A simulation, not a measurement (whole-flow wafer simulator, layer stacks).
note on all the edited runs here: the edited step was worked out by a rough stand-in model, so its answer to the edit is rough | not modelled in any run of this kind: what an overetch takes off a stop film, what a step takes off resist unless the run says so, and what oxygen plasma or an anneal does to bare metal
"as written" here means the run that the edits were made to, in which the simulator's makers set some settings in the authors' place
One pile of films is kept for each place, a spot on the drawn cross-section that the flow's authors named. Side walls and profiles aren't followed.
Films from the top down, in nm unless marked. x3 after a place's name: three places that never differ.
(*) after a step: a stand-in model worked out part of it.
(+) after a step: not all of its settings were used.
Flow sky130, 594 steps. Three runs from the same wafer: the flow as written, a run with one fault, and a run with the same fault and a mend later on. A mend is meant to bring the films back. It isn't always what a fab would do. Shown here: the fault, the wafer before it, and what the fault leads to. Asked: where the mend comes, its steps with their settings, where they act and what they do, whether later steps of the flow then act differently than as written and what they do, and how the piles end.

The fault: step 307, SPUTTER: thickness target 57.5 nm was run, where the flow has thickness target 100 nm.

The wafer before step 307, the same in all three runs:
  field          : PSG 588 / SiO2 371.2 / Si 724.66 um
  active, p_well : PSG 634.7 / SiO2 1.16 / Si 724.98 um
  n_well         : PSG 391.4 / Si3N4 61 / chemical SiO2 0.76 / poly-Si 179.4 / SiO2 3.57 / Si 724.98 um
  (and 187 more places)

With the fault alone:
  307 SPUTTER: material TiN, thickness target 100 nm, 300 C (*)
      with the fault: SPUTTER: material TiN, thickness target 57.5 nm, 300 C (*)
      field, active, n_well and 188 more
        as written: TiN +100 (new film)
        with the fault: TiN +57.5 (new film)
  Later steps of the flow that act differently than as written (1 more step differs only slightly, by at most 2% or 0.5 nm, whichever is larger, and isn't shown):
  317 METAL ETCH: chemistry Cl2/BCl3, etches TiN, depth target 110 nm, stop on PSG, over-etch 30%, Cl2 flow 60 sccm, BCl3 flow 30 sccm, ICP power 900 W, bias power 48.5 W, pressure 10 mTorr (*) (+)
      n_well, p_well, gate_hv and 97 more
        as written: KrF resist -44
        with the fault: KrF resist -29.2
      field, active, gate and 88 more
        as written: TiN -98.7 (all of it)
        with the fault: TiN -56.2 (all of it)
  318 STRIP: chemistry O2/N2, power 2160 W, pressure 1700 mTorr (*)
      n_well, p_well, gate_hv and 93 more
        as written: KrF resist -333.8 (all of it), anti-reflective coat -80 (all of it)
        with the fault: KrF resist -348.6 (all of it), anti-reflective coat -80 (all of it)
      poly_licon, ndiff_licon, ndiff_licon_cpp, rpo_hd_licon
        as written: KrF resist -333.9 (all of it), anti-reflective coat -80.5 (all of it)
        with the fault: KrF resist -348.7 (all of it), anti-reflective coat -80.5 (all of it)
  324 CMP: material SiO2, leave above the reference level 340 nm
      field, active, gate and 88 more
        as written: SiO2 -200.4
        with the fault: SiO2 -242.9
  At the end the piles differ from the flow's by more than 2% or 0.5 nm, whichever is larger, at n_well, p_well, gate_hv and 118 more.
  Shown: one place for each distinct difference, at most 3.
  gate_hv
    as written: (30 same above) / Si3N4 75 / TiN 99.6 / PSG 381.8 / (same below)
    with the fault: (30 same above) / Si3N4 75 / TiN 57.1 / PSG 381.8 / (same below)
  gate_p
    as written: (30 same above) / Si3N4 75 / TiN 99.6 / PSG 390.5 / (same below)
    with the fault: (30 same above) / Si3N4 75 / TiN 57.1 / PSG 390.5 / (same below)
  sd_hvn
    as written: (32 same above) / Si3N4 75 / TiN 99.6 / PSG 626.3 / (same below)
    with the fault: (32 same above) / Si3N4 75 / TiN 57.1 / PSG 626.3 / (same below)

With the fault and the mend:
  The mend comes after step 307.
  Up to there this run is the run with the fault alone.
  307a SPUTTER: material TiN, thickness target 42.5 nm, 300 C (*) (the flow's step 307 once more, with other settings)
      field, active, n_well and 188 more
        TiN +42.5
  No later step of the flow acts differently than as written, at any place that is followed, by more than 2% or 0.5 nm, whichever is larger.
  At the end the piles are the same as the flow's at every place that both follow.
